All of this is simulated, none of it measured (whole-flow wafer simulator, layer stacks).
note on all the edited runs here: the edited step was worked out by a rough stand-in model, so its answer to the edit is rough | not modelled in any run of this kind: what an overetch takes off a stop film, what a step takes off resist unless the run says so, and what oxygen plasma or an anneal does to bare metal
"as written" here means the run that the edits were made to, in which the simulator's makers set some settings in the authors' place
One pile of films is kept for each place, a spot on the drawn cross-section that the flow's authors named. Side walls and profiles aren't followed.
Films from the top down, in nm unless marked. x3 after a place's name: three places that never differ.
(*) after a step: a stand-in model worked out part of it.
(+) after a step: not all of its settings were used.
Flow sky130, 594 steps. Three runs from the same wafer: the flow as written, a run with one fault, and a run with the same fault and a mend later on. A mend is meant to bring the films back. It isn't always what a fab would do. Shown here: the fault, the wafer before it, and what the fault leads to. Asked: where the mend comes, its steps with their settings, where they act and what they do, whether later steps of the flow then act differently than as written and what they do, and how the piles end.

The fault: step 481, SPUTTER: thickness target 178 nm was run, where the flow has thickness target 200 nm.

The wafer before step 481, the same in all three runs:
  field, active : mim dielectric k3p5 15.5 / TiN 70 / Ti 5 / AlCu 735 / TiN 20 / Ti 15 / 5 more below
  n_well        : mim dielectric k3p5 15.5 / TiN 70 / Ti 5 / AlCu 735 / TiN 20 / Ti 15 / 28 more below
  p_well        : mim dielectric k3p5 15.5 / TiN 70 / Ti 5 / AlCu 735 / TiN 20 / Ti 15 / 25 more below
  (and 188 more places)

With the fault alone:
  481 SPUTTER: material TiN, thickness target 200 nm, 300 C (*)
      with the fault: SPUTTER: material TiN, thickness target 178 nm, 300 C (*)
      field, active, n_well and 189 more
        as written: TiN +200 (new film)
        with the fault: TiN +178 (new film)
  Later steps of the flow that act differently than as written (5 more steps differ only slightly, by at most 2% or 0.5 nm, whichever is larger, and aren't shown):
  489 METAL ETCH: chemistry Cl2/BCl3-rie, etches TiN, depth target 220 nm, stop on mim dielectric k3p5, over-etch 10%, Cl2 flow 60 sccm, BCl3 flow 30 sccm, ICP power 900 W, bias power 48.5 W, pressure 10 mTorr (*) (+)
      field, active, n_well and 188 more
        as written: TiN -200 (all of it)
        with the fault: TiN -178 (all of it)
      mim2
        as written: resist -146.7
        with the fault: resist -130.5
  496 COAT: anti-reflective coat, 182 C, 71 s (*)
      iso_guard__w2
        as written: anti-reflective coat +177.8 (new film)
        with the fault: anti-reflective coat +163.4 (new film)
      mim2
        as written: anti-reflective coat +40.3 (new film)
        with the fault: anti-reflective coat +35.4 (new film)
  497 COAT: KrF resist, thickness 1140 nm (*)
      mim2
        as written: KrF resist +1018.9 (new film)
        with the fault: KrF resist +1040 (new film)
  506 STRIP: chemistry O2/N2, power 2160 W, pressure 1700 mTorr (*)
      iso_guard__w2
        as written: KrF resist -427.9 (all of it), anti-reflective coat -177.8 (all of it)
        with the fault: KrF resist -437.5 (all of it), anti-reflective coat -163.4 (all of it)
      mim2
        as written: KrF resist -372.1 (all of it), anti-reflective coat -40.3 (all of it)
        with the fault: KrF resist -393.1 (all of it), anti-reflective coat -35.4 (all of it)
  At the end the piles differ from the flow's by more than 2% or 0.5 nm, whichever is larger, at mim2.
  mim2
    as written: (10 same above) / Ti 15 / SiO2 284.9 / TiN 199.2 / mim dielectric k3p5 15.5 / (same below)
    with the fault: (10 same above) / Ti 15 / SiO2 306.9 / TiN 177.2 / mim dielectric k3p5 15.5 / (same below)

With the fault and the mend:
  The mend comes after step 488.
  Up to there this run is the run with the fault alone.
  488a STRIP: chemistry O2/N2, power 2160 W, pressure 1700 mTorr (*)
      mim2
        resist -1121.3 (all of it)
  488b SPUTTER: material TiN, thickness target 22 nm, 300 C (*) (the flow's step 481 once more, with other settings)
      field, active, n_well and 189 more
        TiN +22
  488c HMDS: 120 C, 60 s (the flow's step 483 once more)
      changes no film at any place that is followed
  488d COAT: resist, thickness 1140 nm (the flow's step 484 once more)
      field, active, n_well and 187 more
        resist +1140 (new film)
      m1, via3_hole
        resist +1140.6 (new film)
  488e SOFTBAKE: resist (the flow's step 485 once more)
      changes no film at any place that is followed
  488f EXPOSE: photomask CAP2M, dose 177.7 mJ/cm2, NA 0.6, wavelength 365 nm (*) (the flow's step 486 once more)
      changes no film at any place that is followed
  488g PEB: resist, 70.3 s (the flow's step 487 once more)
      field, active, n_well and 189 more
        resist -18.7
  488h DEVELOP: resist, thickness 1140 nm, developer TMAH-0.26N, 60 s (the flow's step 488 once more)
      field, active, n_well and 186 more
        resist -1121.3 (all of it)
      m1, via3_hole
        resist -1121.9 (all of it)
  No later step of the flow acts differently than as written at any place that is followed.
  At the end the piles are the same as the flow's at every place that both follow.
